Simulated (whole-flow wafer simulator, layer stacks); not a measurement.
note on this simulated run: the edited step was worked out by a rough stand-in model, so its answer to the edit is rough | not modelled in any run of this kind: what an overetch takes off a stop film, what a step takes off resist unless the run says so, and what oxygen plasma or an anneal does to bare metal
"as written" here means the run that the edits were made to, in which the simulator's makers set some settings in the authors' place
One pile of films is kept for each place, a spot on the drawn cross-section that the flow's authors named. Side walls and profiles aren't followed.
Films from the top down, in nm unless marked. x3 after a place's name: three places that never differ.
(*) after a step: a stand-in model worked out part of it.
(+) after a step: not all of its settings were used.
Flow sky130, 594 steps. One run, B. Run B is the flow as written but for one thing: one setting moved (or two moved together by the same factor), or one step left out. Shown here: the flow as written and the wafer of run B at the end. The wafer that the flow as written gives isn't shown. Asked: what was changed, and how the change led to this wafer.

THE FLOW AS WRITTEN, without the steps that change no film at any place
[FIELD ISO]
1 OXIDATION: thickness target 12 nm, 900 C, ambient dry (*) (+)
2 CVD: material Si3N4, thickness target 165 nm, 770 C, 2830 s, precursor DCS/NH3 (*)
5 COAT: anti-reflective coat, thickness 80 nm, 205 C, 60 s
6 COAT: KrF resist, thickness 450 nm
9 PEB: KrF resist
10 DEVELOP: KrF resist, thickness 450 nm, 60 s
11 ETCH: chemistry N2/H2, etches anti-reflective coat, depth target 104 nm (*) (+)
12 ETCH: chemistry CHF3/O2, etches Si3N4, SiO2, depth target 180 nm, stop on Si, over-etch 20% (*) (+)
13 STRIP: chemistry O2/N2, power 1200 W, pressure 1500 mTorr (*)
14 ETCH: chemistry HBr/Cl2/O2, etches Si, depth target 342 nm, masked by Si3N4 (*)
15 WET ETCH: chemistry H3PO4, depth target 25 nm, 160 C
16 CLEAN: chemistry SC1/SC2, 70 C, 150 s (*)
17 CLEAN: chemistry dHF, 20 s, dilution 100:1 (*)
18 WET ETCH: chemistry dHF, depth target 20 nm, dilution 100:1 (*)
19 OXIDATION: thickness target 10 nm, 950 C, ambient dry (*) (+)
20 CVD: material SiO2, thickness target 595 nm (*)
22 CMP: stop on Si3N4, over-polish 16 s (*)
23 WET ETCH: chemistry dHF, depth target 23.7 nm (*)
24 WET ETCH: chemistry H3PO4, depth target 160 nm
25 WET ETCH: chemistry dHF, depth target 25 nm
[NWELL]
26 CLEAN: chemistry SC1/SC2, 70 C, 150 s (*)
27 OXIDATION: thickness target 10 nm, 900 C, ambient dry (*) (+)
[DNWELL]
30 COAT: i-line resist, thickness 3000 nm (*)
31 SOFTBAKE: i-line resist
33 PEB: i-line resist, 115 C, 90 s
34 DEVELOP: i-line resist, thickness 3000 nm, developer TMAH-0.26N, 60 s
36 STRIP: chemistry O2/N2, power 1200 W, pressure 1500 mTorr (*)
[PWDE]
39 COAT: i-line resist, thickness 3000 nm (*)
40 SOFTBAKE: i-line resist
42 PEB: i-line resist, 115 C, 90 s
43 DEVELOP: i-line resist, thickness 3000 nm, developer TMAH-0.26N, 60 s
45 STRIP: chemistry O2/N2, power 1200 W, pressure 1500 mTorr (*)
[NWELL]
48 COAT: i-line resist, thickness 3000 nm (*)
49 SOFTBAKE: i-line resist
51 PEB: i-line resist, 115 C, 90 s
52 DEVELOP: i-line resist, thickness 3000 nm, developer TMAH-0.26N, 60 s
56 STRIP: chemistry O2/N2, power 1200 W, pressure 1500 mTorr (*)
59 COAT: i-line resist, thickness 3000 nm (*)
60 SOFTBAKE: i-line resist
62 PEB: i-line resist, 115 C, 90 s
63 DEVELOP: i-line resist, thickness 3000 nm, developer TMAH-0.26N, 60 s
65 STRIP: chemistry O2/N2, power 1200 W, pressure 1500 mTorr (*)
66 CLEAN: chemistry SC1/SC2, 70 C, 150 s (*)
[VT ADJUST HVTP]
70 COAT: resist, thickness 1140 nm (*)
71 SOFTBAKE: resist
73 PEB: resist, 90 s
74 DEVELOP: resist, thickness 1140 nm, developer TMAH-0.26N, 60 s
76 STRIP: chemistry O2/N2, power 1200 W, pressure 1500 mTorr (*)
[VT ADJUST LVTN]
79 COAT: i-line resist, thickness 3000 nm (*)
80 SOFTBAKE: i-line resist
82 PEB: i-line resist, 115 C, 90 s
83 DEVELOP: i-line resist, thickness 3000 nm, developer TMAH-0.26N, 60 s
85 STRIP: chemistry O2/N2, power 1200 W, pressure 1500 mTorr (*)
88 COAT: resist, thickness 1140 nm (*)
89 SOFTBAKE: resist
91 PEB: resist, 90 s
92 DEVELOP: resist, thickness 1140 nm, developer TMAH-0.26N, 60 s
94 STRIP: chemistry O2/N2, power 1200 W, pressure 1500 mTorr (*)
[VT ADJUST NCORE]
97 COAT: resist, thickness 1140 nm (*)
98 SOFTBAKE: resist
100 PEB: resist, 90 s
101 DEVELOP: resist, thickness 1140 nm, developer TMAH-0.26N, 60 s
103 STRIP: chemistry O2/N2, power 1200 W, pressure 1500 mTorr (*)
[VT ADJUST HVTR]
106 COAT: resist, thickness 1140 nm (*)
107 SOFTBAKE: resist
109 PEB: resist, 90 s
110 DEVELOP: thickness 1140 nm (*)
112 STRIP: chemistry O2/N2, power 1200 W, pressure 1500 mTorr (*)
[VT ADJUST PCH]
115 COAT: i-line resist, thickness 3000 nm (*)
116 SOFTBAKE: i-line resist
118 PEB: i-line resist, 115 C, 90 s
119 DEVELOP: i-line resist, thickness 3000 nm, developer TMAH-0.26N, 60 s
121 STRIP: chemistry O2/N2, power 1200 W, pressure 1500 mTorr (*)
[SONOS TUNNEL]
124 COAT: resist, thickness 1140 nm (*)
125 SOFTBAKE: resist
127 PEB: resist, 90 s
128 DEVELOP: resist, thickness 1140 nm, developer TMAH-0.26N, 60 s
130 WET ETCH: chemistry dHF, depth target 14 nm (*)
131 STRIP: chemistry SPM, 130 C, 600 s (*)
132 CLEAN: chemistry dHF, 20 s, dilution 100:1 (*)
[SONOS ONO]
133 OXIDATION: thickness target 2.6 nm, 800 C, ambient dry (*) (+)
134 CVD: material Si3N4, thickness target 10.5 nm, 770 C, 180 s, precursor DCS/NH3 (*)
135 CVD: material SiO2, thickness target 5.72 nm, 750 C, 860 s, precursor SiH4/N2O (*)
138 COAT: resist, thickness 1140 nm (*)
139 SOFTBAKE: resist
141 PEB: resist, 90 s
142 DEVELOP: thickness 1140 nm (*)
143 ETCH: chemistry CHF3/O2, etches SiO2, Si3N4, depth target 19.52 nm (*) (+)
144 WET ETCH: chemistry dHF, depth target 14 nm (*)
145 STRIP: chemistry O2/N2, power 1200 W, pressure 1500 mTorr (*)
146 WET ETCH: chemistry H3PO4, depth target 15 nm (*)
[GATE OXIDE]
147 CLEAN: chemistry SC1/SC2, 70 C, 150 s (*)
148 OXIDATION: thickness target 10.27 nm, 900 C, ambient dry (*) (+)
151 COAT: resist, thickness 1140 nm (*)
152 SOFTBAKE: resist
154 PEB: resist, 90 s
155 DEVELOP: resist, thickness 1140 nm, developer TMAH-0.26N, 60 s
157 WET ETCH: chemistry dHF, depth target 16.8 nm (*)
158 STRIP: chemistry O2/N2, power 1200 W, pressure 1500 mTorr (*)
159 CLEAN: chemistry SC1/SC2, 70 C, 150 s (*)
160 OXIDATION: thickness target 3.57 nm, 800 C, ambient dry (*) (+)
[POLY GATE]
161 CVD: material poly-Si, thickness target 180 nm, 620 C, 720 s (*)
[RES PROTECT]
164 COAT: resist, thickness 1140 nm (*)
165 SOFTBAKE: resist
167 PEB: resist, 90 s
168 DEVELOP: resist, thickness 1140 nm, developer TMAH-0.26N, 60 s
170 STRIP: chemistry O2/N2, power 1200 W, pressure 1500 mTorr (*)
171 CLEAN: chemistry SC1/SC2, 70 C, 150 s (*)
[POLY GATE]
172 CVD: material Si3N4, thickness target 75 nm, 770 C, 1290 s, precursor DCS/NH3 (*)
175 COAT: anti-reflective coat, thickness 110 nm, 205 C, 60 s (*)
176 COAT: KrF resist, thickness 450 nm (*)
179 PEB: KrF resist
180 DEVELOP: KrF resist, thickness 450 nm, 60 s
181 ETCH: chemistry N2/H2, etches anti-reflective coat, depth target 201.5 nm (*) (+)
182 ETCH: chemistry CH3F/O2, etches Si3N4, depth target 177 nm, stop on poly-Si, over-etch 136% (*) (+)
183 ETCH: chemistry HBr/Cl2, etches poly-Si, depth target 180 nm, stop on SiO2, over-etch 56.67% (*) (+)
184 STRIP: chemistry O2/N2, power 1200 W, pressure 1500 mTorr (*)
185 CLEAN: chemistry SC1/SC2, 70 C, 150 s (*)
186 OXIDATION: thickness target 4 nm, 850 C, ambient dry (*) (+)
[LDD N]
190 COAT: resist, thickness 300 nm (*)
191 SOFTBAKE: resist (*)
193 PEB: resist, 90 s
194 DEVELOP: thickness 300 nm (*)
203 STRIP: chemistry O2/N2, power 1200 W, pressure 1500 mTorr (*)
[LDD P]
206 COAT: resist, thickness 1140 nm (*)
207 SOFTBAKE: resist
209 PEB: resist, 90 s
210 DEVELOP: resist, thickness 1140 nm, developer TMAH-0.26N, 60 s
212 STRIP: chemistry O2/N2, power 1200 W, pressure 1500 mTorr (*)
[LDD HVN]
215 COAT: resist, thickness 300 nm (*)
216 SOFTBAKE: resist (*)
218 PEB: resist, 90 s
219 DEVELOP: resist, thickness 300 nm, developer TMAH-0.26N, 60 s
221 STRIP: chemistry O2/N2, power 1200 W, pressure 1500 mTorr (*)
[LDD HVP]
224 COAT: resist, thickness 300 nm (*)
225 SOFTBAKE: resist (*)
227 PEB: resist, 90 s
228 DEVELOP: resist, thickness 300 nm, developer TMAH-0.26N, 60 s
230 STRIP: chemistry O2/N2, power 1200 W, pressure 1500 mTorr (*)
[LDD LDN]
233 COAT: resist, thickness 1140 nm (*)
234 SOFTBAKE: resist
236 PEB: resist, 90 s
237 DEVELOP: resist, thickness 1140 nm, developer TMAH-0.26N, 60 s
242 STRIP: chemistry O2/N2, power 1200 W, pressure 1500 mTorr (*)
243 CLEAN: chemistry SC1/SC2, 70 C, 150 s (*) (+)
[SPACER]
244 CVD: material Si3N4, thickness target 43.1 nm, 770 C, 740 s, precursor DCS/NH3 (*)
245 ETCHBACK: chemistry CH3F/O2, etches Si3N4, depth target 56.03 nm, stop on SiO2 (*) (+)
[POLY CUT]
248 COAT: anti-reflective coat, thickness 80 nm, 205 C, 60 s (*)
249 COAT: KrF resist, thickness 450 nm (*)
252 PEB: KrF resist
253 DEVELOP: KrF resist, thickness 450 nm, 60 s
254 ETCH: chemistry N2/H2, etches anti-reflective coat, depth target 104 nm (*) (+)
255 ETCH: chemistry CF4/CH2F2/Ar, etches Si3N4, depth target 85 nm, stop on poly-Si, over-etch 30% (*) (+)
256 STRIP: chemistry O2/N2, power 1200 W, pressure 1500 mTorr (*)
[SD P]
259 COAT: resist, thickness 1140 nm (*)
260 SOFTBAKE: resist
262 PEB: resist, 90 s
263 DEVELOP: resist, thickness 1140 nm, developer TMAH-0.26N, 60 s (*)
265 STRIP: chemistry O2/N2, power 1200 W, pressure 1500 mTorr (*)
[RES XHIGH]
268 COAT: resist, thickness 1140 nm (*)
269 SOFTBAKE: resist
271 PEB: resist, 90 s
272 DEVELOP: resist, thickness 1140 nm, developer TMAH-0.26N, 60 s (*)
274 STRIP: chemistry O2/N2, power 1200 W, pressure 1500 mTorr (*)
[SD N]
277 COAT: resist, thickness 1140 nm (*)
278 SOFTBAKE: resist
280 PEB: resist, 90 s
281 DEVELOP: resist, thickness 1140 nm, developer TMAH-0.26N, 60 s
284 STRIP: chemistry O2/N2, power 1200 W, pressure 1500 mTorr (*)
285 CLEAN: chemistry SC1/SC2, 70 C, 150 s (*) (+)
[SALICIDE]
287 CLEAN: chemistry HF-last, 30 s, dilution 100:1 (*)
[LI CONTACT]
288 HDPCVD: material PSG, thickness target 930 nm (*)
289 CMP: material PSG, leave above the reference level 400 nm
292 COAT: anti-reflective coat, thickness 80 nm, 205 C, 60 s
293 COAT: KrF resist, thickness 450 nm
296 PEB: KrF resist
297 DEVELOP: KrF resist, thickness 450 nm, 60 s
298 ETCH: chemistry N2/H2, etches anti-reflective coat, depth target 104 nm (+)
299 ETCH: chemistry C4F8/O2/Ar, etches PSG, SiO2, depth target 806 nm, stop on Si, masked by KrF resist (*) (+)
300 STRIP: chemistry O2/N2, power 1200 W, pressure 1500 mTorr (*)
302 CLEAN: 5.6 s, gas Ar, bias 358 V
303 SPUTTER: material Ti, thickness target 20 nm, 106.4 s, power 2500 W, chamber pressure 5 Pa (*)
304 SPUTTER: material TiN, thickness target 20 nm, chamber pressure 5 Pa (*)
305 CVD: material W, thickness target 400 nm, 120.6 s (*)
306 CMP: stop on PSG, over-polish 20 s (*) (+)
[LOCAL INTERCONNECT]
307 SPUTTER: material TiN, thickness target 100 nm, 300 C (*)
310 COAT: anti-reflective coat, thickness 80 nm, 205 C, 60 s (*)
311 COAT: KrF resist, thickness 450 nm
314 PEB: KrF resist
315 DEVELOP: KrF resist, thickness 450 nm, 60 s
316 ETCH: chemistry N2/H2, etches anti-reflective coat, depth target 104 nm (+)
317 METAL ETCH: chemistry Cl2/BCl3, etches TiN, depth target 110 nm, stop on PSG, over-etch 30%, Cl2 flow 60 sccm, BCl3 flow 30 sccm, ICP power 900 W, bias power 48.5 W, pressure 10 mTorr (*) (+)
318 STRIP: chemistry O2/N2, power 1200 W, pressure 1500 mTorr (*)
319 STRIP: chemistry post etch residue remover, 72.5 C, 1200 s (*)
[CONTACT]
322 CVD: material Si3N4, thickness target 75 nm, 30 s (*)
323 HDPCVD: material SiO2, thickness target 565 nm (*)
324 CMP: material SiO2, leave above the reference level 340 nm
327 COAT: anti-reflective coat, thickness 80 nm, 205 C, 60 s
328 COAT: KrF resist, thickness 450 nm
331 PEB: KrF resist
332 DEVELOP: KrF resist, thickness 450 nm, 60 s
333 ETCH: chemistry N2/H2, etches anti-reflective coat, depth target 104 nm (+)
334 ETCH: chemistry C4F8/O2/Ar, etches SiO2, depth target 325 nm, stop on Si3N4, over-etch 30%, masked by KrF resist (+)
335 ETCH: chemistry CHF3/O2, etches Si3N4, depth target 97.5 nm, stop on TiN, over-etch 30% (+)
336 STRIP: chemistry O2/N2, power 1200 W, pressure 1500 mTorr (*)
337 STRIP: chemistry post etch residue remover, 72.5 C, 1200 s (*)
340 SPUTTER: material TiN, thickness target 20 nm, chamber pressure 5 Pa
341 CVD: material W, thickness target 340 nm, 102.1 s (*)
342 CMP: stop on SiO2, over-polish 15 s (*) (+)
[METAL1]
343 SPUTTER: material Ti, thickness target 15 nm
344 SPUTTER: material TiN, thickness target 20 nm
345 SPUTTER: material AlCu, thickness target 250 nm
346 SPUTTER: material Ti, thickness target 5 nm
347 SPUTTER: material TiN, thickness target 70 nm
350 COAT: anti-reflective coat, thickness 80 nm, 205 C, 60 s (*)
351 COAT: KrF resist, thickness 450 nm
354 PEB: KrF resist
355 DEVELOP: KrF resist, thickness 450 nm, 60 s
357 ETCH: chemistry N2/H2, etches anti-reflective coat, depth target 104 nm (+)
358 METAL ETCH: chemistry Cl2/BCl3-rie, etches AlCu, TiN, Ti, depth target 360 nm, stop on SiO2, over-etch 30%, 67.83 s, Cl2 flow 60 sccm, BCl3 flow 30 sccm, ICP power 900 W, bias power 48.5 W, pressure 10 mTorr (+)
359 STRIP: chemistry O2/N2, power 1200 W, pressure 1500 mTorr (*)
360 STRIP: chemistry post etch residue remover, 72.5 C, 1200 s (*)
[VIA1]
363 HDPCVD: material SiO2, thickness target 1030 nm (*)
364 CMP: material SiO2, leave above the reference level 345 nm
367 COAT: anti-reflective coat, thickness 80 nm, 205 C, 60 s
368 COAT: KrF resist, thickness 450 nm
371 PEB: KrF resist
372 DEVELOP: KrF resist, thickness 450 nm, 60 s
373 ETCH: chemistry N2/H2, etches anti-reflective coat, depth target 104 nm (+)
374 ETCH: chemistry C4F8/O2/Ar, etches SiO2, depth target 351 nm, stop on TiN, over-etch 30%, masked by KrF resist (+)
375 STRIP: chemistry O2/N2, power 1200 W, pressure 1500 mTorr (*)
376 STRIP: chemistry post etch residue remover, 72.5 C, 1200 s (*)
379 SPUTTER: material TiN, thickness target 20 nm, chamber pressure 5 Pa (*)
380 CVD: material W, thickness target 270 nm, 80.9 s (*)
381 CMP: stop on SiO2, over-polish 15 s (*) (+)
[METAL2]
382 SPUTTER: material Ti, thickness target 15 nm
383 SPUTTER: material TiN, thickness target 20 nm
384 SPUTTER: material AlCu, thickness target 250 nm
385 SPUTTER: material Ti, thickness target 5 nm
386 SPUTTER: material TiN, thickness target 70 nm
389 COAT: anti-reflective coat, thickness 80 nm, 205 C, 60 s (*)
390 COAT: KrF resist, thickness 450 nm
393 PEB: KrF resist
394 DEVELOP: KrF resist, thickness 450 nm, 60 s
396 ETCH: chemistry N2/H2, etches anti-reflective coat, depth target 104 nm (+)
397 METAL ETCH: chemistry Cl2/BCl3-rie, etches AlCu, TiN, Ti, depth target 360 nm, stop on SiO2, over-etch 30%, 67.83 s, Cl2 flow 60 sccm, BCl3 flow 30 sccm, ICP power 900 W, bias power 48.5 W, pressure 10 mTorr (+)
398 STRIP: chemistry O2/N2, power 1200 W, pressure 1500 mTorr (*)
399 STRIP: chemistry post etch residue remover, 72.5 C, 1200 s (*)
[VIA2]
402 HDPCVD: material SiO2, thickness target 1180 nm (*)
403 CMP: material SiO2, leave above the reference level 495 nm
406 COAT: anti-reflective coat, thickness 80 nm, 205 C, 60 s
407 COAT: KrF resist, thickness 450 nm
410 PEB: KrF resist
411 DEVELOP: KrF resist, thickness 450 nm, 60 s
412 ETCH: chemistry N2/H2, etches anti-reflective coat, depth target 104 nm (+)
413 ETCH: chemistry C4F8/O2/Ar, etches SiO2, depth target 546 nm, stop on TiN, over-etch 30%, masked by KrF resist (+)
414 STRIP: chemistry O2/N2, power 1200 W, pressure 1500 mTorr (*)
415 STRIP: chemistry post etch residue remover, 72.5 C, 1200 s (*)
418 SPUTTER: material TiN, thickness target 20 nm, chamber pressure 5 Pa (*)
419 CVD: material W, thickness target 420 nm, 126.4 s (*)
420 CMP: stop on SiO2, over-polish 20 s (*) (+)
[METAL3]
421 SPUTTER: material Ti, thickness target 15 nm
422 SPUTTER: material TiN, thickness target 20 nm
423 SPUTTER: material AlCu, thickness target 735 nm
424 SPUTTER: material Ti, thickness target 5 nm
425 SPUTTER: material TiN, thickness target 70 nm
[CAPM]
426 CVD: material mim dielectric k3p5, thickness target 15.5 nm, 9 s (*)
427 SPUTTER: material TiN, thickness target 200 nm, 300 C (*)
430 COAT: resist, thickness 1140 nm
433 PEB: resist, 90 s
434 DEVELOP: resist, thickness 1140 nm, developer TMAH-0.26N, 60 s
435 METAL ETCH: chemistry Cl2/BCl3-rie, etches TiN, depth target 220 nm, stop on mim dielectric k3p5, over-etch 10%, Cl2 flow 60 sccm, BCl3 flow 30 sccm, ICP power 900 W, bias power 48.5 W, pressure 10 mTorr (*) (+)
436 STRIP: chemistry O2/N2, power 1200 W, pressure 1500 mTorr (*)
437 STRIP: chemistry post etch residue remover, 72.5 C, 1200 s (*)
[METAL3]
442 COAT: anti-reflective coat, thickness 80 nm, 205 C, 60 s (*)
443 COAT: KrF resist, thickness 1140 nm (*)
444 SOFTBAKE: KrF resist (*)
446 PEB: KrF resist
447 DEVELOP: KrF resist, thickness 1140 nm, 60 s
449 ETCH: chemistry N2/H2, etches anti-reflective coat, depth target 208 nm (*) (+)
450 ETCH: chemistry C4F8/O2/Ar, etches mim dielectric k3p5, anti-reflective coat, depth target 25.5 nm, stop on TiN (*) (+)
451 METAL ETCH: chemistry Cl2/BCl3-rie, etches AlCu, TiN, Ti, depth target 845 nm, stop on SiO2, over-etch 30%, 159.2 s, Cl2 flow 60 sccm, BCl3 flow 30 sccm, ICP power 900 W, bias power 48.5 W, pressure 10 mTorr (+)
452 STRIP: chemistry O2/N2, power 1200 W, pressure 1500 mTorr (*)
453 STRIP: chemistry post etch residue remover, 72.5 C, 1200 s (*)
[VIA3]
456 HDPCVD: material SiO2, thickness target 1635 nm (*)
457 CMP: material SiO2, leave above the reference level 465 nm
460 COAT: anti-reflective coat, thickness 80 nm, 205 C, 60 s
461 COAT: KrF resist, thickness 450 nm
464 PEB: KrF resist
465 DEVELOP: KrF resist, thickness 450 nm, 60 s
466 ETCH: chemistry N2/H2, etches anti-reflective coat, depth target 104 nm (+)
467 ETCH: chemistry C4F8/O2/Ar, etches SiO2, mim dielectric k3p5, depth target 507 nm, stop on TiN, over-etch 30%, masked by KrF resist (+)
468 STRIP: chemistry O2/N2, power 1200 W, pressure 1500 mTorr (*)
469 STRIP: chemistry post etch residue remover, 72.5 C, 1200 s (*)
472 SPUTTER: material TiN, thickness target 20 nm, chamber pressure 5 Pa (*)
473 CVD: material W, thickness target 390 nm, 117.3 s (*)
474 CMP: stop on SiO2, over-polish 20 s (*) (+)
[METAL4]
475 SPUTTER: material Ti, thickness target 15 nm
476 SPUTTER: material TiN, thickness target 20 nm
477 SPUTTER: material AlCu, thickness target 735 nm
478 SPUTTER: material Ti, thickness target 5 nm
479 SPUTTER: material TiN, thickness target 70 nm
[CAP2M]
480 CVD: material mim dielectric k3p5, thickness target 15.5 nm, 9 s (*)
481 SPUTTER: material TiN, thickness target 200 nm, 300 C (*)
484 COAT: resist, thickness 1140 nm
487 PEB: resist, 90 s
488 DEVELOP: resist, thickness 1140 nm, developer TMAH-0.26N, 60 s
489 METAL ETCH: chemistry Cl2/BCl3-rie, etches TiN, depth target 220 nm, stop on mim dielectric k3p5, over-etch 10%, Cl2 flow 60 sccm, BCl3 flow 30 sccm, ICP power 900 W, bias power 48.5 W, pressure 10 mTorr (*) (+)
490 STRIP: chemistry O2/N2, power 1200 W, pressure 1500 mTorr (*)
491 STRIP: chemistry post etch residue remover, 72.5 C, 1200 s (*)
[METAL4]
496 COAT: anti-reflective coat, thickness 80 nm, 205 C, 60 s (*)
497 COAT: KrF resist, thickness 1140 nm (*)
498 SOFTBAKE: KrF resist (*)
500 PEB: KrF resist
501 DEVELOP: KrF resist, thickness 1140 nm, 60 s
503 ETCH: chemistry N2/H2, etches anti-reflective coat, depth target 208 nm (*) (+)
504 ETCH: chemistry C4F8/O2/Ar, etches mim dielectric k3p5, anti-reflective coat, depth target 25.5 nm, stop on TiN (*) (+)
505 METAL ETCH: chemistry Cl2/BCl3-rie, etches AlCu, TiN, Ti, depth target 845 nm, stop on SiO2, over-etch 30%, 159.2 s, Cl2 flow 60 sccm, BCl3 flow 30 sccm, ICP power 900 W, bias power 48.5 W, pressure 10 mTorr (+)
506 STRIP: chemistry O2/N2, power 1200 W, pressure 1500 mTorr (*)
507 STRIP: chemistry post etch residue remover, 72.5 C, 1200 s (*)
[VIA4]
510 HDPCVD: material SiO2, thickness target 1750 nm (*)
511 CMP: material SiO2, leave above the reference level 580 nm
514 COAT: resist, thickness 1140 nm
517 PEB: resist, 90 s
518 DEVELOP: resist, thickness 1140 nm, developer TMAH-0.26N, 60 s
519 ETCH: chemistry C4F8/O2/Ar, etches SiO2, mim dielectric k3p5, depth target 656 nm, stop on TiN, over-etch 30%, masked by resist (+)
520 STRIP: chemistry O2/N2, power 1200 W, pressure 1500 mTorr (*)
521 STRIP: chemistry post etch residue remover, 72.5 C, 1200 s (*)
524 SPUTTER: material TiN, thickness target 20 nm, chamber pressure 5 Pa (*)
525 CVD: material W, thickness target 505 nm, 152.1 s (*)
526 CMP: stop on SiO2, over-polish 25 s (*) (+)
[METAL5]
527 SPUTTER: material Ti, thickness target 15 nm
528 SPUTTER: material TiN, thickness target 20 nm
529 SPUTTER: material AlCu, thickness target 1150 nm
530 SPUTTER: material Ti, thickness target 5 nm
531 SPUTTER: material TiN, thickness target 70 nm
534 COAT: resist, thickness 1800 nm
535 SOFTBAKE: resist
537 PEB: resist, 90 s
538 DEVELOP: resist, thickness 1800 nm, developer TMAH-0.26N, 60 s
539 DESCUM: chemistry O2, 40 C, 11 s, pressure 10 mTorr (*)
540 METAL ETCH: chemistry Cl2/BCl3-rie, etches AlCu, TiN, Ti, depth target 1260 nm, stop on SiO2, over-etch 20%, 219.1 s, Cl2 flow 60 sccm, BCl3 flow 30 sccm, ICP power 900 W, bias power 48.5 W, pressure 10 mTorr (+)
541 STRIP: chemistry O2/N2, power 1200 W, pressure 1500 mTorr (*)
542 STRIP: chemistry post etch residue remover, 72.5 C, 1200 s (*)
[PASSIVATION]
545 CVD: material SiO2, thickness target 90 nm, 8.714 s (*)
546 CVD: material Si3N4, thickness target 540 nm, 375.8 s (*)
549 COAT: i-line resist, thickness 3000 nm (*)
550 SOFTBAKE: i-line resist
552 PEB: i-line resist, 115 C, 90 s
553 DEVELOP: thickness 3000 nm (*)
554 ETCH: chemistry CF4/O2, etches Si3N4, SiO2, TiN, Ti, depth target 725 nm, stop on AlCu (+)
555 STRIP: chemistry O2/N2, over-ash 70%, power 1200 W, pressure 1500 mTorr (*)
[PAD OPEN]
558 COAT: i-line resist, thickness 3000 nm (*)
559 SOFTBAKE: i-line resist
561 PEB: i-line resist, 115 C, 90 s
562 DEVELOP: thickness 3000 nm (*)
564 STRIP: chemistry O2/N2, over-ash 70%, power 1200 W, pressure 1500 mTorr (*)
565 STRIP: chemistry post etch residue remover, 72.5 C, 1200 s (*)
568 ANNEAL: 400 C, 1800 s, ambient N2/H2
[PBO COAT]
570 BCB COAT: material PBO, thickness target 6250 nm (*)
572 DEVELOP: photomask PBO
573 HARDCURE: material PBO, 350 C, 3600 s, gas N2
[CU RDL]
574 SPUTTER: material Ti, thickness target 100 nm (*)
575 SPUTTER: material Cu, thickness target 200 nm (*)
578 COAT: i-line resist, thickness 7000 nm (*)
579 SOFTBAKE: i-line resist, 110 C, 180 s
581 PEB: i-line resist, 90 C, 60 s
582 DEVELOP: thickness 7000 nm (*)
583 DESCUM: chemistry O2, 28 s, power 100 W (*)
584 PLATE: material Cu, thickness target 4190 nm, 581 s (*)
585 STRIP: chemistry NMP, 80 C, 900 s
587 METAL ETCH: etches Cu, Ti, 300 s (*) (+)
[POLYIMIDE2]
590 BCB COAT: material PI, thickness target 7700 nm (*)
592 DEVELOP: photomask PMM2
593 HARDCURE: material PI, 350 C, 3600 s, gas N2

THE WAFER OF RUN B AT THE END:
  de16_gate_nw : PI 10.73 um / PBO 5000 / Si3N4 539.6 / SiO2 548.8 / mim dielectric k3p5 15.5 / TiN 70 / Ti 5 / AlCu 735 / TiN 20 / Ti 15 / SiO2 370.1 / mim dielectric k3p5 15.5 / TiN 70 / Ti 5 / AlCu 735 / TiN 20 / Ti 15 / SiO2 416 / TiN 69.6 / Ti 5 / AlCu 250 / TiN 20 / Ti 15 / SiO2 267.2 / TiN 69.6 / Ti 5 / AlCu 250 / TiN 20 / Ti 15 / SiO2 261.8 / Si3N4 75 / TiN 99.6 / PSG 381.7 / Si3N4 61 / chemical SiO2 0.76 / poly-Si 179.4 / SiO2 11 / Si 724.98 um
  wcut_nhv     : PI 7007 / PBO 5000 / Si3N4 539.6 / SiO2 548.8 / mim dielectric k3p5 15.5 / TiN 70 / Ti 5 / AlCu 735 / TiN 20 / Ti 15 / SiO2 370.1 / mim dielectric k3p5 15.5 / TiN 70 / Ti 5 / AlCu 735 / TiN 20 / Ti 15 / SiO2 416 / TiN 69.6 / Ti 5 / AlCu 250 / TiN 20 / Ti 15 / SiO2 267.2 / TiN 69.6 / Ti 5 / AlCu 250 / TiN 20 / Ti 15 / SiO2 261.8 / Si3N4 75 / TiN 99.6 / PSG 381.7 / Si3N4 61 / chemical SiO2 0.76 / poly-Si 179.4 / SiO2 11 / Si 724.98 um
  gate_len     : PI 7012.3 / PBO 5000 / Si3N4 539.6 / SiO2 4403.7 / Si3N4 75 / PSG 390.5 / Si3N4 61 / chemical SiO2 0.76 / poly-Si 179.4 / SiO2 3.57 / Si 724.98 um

The cause: step 590, BCB COAT: thickness target 10780 nm was run, where the flow has thickness target 7700 nm.

How the change led to this, step by step:
  590 BCB COAT: material PI, thickness target 7700 nm (*)
      dice_street, wcut_nhv, wcut_phv and 14 more: PI +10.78 um (new film) (as written it would be: PI +7700 (new film))
      mim_edge_plate_strap, mim_edge_plate, mim_edge_gap, mim_edge_gap_sheet: PI +10.78 um (new film) (as written it would be: PI +7702.7 (new film))
      (and at 172 more places)
  592 DEVELOP: photomask PMM2
      pad: PI -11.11 um (all of it) (as written it would be: PI -8030.8 (all of it))
  593 HARDCURE: material PI, 350 C, 3600 s, gas N2
      dice_street, wcut_nhv, wcut_phv and 15 more: PI -3773 (as written it would be: PI -2695)
      gate_p_lg05, gate_p_lg10, gate_len, gate_lvt_sd_len, gate_p_sd_len, gate_p_hvt_sd_len, gate_p_lvt_sd_len, gate_len_250: PI -3773.1 (as written it would be: PI -2695.1)
      (and at 166 more places)
